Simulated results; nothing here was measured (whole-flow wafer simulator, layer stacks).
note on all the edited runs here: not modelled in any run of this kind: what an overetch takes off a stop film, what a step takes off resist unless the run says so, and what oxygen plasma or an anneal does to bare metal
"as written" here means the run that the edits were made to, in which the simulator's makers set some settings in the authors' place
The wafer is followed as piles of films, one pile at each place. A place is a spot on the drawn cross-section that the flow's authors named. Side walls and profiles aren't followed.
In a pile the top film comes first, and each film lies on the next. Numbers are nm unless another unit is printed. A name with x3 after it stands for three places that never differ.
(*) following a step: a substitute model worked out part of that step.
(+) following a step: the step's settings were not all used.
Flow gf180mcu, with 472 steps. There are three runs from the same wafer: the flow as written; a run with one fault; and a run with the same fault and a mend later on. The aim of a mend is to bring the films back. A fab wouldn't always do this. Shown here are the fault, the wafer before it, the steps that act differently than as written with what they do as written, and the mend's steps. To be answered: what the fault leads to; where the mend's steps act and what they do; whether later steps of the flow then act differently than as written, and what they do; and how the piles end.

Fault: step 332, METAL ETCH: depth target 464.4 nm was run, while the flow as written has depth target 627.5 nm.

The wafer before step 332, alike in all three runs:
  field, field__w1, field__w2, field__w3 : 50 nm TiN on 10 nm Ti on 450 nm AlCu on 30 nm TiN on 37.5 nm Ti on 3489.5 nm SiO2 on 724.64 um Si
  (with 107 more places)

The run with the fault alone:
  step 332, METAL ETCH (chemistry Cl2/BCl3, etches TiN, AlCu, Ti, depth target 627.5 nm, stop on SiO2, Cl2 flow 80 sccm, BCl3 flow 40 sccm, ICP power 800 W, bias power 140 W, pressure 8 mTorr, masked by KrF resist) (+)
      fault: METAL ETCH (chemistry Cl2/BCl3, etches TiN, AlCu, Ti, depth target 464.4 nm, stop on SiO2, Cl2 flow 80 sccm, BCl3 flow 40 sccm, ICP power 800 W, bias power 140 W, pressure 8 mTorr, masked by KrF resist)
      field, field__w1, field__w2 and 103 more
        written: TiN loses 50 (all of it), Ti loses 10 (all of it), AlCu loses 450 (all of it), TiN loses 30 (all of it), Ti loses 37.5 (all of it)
        fault: TiN loses 50 (all of it), Ti loses 10 (all of it), AlCu loses 404.4
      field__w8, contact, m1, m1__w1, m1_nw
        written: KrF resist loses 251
        fault: KrF resist loses 185.8
  Steps further on in the flow that do not act as written:
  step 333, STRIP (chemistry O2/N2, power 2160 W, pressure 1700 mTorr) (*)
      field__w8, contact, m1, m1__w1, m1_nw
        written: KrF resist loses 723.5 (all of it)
        fault: KrF resist loses 788.8 (all of it)
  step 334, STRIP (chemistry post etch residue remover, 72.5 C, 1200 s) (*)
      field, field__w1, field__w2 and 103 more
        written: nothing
        fault: AlCu loses 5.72
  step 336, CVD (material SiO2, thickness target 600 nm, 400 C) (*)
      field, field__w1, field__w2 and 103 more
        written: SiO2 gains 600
        fault: SiO2 gains 600 (new film)
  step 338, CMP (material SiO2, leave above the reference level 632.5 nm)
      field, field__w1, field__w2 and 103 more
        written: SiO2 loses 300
        fault: SiO2 loses 407.4
  By the end, the piles at field, field__w1, field__w2 and 104 more depart from the flow's by more than 2% or 0.5 nm, whichever is larger.
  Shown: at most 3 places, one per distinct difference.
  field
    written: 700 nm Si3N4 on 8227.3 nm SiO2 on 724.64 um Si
    fault: 700 nm Si3N4 on 4630.4 nm SiO2 on 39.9 nm AlCu on 30 nm TiN on 37.5 nm Ti on 3489.5 nm SiO2 on 724.64 um Si
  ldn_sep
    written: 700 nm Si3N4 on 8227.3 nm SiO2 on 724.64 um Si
    fault: 700 nm Si3N4 on 4630.4 nm SiO2 on 39.9 nm AlCu on 30 nm TiN on 37.5 nm Ti on 3489.4 nm SiO2 on 724.64 um Si
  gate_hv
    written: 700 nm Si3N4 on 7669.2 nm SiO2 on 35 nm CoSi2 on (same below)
    fault: 700 nm Si3N4 on 4630.4 nm SiO2 on 39.9 nm AlCu on 30 nm TiN on 37.5 nm Ti on 2931.3 nm SiO2 on 35 nm CoSi2 on (same below)

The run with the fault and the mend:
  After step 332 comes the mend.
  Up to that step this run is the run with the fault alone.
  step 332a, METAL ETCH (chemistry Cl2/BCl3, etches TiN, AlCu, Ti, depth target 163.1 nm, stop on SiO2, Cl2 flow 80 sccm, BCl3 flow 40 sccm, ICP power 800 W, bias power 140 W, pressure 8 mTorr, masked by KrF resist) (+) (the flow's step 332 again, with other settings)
      field, field__w1, field__w2 and 103 more
        AlCu loses 45.6 (all of it), TiN loses 30 (all of it), Ti loses 37.5 (all of it)
      field__w8, contact, m1, m1__w1, m1_nw
        KrF resist loses 65.2
  Every later step of the flow that is run acts as written at every place that is followed.
  The piles end the same as the flow's at every place that both follow.
